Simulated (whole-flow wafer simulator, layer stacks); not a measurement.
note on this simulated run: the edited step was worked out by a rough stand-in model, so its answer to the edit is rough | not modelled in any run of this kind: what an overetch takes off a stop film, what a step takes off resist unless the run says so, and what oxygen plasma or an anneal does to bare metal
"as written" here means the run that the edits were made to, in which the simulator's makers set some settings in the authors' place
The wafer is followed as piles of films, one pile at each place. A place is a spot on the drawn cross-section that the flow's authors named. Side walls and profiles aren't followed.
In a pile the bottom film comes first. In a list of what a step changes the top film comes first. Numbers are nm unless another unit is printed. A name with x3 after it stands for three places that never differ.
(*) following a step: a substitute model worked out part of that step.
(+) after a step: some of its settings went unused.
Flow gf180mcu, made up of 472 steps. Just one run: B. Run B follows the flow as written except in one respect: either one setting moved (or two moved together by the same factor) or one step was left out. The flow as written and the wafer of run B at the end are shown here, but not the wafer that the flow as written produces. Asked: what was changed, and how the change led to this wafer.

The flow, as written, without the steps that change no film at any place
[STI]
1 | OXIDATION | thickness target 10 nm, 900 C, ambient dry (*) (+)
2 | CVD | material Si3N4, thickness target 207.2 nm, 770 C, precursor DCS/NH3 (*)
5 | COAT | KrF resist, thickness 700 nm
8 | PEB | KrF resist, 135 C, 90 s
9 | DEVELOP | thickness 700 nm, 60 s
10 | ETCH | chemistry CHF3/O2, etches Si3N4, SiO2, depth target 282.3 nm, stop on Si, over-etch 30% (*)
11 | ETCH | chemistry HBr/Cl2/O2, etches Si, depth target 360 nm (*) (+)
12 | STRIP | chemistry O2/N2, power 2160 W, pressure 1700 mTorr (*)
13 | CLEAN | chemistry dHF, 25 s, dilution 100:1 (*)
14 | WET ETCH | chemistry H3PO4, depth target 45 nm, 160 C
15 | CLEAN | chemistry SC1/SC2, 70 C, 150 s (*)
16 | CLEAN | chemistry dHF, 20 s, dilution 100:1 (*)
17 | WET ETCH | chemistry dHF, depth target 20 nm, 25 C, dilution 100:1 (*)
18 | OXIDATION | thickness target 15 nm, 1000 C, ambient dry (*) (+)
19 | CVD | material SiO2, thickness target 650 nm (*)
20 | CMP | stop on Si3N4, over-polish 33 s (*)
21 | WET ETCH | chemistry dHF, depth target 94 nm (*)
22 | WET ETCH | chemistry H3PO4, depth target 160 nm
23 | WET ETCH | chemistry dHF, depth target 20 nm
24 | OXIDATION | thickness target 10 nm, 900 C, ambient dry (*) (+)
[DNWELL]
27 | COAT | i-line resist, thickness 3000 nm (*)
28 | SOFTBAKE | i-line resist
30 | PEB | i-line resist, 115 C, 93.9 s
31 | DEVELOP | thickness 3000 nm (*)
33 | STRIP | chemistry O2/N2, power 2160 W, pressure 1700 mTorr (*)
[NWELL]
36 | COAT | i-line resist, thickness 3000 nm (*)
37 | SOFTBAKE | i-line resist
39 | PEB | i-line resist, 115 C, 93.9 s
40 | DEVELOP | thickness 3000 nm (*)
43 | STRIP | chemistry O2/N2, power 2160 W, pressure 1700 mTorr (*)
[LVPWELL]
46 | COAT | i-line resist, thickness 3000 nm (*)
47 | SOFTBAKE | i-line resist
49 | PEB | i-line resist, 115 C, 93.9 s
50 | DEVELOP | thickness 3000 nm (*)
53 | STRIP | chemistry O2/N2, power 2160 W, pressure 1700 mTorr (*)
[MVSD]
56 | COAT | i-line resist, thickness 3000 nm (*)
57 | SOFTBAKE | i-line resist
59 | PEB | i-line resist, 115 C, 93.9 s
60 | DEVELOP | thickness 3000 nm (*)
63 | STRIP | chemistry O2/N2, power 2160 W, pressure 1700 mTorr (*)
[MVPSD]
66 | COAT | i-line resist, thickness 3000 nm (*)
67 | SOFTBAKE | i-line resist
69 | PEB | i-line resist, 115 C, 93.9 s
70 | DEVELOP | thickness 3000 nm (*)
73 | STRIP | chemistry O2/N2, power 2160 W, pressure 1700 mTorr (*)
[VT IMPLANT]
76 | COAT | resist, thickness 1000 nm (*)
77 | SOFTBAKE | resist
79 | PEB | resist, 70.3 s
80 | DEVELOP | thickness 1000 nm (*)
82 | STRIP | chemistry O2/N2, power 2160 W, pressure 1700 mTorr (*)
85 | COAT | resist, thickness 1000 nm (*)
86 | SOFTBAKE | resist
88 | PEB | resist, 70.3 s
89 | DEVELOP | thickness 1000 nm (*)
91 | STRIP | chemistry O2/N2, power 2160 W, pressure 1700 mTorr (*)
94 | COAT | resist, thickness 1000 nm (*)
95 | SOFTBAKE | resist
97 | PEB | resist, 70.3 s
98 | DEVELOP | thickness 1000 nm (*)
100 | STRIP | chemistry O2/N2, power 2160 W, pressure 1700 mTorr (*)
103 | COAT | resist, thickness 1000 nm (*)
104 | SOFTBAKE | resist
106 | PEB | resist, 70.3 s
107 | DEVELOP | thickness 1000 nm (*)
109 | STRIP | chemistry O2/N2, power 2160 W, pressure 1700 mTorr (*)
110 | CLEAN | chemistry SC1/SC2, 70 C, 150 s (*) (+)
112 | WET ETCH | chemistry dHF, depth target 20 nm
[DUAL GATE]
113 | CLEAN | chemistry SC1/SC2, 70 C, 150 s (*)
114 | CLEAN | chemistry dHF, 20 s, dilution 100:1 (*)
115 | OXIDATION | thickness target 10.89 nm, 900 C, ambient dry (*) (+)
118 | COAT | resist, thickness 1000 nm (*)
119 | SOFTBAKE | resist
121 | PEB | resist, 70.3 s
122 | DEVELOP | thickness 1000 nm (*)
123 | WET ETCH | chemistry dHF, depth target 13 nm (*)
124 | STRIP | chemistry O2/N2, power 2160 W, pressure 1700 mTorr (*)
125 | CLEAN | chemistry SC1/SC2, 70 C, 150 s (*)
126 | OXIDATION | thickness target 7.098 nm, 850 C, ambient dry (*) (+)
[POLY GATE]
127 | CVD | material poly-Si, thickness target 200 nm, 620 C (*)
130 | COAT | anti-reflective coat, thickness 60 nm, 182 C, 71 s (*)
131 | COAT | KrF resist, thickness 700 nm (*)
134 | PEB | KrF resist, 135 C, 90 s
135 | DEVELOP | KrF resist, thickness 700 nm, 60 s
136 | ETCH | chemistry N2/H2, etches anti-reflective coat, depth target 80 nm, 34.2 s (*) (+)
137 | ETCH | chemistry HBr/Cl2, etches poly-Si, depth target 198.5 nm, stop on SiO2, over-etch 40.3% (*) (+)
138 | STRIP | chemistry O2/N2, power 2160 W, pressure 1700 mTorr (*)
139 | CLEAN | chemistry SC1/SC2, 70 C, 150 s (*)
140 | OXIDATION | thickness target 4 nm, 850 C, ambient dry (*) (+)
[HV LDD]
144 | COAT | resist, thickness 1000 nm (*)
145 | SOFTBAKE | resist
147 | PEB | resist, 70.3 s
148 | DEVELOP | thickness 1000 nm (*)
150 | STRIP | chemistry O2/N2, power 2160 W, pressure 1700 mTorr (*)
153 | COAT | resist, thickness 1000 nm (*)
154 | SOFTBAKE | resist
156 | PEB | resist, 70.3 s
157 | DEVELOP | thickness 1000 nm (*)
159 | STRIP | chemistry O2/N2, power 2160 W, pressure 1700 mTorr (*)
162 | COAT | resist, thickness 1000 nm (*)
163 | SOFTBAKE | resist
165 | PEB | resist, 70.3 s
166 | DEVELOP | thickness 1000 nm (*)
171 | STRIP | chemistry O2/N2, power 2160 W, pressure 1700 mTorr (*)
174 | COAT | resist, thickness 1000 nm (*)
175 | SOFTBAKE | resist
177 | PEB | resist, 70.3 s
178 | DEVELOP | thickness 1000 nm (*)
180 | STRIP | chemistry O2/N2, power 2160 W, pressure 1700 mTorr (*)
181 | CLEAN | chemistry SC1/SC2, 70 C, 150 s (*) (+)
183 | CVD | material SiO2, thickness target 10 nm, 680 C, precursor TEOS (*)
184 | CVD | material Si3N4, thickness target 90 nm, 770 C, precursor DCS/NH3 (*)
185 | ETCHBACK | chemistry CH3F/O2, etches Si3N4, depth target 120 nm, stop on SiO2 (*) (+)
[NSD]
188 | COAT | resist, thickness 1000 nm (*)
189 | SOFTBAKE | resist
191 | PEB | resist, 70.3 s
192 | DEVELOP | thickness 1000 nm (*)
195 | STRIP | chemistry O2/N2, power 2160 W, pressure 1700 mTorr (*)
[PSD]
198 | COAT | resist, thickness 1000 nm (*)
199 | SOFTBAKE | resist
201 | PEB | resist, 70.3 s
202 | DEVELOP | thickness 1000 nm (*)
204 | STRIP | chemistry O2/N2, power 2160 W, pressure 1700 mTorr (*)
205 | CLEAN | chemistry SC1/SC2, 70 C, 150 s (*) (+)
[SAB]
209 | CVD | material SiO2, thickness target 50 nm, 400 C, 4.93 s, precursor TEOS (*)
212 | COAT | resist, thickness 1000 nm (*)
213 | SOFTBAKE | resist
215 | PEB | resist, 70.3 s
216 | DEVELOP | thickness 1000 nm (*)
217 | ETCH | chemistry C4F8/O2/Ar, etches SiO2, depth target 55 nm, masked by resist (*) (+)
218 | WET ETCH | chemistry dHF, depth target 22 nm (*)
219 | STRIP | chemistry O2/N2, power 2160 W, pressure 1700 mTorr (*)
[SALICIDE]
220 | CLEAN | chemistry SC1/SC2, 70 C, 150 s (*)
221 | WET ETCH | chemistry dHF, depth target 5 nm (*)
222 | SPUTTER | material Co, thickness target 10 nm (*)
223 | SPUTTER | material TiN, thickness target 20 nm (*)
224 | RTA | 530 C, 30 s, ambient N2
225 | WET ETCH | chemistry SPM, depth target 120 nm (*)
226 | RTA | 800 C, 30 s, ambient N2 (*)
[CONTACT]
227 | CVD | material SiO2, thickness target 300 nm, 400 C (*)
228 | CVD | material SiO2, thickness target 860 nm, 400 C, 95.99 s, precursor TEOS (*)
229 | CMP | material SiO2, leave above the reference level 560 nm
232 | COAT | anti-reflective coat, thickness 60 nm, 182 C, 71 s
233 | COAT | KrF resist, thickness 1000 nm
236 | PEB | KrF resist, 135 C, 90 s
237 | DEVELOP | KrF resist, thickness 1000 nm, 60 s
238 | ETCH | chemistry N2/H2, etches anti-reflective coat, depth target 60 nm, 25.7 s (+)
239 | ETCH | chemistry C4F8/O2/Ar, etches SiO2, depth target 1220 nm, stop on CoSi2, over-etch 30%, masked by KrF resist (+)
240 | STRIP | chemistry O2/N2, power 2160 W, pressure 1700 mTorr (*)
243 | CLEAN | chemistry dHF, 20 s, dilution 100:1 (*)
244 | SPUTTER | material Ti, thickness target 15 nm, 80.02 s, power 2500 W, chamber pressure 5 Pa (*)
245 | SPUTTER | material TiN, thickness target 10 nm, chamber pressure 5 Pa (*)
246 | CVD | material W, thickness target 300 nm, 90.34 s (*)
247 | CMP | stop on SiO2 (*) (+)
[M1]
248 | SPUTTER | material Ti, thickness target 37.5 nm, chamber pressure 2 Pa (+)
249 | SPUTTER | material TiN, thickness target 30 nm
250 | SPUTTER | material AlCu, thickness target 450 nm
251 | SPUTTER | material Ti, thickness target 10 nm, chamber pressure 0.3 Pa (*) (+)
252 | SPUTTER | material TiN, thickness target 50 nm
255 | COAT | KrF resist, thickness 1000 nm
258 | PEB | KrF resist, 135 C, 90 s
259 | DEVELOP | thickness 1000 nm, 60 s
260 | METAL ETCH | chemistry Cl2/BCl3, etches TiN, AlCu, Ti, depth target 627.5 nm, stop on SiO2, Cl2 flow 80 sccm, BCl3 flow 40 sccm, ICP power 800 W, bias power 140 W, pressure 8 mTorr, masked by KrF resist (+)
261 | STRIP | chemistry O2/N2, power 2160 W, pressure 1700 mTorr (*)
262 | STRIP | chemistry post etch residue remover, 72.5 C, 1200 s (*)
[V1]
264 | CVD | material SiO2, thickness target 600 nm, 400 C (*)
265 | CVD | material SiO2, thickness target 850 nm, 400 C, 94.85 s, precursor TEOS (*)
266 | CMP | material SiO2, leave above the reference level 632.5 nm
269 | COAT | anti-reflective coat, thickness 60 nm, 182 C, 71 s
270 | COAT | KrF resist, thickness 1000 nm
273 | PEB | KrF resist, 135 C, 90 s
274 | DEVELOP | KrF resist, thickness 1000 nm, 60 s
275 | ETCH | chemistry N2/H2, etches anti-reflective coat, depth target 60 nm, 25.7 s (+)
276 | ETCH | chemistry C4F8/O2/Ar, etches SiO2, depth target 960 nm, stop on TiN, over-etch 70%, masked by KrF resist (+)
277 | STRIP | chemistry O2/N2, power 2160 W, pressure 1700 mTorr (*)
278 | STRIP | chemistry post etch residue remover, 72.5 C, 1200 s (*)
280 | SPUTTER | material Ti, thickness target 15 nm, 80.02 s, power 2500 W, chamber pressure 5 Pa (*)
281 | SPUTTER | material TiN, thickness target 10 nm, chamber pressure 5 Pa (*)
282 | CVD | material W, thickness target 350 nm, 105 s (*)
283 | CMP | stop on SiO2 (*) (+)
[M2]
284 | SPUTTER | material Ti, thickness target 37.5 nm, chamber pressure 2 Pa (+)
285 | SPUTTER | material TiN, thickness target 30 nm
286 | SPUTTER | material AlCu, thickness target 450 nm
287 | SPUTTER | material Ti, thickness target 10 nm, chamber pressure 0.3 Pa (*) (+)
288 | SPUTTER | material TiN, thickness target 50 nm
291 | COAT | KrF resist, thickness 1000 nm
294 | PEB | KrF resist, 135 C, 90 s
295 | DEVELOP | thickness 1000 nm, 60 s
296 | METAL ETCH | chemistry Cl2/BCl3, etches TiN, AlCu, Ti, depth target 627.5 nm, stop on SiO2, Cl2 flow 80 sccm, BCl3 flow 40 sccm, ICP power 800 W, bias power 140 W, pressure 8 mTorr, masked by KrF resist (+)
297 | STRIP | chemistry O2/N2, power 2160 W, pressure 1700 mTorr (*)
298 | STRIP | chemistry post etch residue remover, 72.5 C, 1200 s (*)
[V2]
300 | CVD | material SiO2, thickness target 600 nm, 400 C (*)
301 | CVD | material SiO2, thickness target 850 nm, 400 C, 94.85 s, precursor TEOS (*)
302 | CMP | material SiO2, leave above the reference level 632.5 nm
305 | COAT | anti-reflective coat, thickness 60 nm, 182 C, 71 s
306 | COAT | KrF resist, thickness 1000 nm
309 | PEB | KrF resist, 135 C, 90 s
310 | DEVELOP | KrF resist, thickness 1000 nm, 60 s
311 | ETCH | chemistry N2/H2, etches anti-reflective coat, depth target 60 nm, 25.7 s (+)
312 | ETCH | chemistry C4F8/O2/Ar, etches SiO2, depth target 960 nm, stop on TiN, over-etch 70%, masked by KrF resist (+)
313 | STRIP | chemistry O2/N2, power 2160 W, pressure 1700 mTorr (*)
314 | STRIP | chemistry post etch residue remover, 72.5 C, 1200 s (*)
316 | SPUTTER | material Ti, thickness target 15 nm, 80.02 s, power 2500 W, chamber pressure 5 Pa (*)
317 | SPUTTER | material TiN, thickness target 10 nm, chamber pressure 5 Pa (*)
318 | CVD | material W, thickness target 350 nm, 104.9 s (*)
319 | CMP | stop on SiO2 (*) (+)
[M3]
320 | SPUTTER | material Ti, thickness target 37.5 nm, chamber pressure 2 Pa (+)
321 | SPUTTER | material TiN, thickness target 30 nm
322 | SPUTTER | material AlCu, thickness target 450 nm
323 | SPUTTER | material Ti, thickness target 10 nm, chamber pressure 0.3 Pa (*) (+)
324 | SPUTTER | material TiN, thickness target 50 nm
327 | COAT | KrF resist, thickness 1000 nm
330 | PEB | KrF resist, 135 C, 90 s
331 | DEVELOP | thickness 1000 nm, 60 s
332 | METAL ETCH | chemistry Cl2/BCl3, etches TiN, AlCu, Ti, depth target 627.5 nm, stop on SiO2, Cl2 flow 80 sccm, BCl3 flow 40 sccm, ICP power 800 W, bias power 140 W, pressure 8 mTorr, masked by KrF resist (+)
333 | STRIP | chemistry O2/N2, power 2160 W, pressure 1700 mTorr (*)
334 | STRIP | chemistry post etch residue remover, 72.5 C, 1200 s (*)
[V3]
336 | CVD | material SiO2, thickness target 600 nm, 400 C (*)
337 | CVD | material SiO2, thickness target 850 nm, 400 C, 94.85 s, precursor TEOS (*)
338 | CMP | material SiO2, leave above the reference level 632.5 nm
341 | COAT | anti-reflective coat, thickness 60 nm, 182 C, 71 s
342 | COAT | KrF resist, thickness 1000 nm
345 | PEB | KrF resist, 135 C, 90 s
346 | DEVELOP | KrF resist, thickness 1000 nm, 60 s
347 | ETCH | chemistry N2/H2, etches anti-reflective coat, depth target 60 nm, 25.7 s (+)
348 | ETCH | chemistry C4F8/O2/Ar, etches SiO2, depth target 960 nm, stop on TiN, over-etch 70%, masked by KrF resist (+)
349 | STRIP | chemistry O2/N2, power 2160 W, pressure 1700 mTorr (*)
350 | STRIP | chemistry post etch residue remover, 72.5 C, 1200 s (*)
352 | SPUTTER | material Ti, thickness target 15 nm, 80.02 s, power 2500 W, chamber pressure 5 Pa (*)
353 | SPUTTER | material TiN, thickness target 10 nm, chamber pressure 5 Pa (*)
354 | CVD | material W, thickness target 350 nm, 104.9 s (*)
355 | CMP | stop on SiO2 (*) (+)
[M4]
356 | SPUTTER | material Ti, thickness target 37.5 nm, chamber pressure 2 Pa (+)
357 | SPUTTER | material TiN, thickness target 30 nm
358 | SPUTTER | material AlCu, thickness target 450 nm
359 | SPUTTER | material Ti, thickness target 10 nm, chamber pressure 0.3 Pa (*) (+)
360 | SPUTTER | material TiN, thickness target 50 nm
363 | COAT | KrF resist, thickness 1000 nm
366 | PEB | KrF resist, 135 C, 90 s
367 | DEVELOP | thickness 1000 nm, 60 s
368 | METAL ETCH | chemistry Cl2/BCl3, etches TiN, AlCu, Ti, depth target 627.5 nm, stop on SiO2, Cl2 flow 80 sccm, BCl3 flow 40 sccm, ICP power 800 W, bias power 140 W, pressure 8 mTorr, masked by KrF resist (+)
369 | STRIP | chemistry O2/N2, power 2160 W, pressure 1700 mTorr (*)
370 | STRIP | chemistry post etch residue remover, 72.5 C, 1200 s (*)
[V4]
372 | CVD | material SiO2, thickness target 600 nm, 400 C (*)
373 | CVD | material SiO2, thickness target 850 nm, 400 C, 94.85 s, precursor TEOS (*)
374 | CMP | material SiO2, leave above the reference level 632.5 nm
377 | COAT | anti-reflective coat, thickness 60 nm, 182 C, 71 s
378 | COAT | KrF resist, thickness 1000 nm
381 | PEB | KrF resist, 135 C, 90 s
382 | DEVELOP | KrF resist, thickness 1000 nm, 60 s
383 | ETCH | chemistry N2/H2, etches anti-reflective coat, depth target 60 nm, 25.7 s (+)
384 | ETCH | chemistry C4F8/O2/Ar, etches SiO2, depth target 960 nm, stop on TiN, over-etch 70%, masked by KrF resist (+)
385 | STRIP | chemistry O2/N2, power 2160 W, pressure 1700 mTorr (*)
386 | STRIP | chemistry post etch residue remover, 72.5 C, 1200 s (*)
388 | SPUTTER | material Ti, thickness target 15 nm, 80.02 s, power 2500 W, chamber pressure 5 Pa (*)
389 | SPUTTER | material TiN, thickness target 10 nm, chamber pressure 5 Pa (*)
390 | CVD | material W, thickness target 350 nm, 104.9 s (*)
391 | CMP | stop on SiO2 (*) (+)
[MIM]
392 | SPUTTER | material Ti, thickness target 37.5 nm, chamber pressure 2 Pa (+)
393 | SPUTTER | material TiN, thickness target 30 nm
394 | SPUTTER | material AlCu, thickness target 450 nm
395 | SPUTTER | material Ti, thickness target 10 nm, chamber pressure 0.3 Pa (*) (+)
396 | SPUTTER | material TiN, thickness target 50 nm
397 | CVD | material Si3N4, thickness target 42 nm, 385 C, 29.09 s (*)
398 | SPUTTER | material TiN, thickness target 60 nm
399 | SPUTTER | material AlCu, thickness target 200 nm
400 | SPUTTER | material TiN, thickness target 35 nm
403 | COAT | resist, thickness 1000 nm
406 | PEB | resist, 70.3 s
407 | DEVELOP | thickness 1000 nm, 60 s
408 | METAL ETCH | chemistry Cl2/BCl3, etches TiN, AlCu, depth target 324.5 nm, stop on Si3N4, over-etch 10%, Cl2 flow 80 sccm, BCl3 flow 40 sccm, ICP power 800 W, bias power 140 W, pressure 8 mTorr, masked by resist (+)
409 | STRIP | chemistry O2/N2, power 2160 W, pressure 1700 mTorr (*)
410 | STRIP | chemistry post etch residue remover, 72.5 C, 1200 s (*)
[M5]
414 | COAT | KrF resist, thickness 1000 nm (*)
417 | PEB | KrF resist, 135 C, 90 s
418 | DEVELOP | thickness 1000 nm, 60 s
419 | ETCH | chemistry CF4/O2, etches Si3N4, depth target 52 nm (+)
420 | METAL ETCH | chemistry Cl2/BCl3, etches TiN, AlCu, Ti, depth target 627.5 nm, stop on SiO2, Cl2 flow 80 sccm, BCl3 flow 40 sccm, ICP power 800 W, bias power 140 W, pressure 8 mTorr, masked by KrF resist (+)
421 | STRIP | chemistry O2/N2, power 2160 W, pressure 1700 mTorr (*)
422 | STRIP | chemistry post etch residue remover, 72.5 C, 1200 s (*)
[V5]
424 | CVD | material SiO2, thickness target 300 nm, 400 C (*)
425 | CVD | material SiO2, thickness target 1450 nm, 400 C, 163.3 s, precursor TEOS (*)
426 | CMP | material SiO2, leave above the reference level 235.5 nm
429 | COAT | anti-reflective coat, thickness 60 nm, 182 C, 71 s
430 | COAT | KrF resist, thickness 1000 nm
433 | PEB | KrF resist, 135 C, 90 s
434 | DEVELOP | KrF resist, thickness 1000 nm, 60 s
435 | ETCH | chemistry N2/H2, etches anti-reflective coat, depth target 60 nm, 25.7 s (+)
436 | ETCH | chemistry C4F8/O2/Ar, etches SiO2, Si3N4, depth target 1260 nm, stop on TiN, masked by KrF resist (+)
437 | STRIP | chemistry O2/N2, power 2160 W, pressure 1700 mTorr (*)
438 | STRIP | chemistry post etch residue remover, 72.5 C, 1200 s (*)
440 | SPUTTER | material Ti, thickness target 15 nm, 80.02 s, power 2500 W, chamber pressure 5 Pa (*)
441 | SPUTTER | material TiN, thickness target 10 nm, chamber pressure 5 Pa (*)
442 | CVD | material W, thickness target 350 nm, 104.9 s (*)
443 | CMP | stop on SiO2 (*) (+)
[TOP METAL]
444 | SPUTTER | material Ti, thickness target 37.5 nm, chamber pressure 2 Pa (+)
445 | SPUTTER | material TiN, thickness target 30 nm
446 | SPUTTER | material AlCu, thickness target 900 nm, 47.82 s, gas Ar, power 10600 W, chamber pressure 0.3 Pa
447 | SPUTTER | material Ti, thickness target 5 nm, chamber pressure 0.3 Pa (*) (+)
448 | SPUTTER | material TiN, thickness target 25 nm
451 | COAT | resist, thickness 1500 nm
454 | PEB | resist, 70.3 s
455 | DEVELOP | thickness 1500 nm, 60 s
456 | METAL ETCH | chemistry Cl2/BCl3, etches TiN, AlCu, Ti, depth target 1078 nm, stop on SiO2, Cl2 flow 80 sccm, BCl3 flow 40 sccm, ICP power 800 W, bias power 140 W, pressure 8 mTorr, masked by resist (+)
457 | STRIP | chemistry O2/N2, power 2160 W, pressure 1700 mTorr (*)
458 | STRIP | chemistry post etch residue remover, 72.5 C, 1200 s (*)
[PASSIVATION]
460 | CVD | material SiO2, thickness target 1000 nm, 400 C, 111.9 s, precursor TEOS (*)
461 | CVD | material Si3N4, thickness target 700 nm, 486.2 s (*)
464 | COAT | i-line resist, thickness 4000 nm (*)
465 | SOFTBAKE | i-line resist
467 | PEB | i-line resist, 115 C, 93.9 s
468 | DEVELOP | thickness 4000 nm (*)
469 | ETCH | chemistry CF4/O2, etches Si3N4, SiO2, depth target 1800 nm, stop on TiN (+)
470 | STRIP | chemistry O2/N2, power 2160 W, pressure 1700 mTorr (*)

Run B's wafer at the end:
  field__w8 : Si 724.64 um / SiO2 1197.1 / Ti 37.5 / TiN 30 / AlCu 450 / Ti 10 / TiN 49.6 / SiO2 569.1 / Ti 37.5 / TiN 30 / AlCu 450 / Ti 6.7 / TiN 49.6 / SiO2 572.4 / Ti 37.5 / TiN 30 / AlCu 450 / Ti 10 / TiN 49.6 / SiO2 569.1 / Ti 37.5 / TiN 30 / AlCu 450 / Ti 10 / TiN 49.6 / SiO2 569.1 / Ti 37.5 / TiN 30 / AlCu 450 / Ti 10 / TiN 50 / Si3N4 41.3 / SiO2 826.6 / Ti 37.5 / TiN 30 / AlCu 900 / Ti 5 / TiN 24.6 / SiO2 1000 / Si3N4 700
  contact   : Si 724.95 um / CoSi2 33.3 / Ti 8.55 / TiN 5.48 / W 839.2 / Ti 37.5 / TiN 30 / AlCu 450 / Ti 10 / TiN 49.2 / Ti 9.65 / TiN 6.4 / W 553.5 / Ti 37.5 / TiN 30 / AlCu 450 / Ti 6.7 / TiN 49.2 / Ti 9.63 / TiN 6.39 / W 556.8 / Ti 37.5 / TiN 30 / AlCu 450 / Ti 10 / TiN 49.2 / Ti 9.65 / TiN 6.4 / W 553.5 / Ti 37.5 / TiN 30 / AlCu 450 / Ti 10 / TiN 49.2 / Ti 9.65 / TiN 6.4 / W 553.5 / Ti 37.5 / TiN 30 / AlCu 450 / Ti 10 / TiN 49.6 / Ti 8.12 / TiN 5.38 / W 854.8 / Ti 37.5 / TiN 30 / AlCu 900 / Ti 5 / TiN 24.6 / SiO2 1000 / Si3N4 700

Cause: step 287, SPUTTER: thickness target 6.7 nm was run, though the flow has thickness target 10 nm.
One can read it off the wafer: field__w8 has Ti 6.7, and step 287 as written asks for 10 nm.

The path from the change to this, step by step:
  287 | SPUTTER | material Ti, thickness target 10 nm, chamber pressure 0.3 Pa (*) (+)
      field, field__w1, field__w2 and 108 more: +6.7 Ti (new film) (as written it would have been: +10 Ti (new film))
  296 | METAL ETCH | chemistry Cl2/BCl3, etches TiN, AlCu, Ti, depth target 627.5 nm, stop on SiO2, Cl2 flow 80 sccm, BCl3 flow 40 sccm, ICP power 800 W, bias power 140 W, pressure 8 mTorr, masked by KrF resist (+)
      field, field__w1, field__w2 and 103 more: -50 TiN (all of it), -6.7 Ti (all of it), -450 AlCu (all of it), -30 TiN (all of it), -37.5 Ti (all of it) (as written it would have been: -50 TiN (all of it), -10 Ti (all of it), -450 AlCu (all of it), -30 TiN (all of it), -37.5 Ti (all of it))
